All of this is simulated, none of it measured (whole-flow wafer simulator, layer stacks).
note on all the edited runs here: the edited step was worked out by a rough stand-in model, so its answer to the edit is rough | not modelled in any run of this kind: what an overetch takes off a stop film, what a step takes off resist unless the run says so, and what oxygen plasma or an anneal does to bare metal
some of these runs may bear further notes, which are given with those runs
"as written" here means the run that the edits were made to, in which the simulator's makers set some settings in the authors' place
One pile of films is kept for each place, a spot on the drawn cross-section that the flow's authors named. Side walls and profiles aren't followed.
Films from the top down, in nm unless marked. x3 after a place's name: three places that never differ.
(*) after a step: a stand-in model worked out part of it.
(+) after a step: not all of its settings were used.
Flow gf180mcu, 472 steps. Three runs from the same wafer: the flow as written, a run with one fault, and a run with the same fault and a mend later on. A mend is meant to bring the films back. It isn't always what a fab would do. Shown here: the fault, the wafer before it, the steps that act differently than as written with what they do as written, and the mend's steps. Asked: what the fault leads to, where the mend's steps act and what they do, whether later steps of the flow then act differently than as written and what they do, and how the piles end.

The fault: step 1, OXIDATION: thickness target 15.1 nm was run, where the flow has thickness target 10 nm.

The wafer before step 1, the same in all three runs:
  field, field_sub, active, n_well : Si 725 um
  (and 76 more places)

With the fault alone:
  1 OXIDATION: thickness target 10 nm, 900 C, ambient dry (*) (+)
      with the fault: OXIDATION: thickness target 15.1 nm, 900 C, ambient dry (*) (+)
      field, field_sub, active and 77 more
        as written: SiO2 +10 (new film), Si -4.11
        with the fault: SiO2 +15.1 (new film), Si -6.36
  Later steps of the flow that act differently than as written (92 more steps differ only slightly, by at most 2% or 0.5 nm, whichever is larger, and aren't shown):
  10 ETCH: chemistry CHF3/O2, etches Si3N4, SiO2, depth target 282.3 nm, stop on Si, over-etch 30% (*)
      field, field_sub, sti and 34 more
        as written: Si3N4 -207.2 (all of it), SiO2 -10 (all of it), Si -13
        with the fault: Si3N4 -207.2 (all of it), SiO2 -15.1 (all of it), Si -12
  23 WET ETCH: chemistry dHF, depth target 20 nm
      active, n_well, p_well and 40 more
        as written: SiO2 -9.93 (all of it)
        with the fault: SiO2 -15 (all of it)
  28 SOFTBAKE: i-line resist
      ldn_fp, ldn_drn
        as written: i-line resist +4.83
        with the fault: i-line resist +5.44
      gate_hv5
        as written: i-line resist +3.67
        with the fault: i-line resist +4.22
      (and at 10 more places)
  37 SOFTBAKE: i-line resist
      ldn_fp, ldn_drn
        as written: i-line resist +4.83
        with the fault: i-line resist +5.44
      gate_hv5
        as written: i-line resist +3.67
        with the fault: i-line resist +4.22
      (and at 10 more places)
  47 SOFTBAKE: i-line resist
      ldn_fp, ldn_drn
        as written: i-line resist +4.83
        with the fault: i-line resist +5.44
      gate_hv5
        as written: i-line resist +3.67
        with the fault: i-line resist +4.22
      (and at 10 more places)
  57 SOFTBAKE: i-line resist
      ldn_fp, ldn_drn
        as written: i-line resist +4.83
        with the fault: i-line resist +5.44
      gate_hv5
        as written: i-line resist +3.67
        with the fault: i-line resist +4.22
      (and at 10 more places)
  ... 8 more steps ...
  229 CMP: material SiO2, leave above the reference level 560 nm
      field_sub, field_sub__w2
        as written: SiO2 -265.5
        with the fault: SiO2 -271.2
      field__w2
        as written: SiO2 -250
        with the fault: SiO2 -256.2
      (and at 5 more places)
  At the end the piles differ from the flow's by more than 2% or 0.5 nm, whichever is larger, at ld_sd_n.
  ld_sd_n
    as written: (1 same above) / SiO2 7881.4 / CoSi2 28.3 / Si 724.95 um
    with the fault: (1 same above) / SiO2 7881.4 / CoSi2 27.7 / Si 724.95 um

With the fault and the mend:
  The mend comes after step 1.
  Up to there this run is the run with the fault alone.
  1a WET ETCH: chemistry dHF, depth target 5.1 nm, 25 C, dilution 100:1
      field, field_sub, active and 77 more
        SiO2 -5.1
  No later step of the flow acts differently than as written at any place that is followed.
  At the end the piles differ from the flow's only slightly at the places that both follow, by at most 2% or 0.5 nm, whichever is larger.
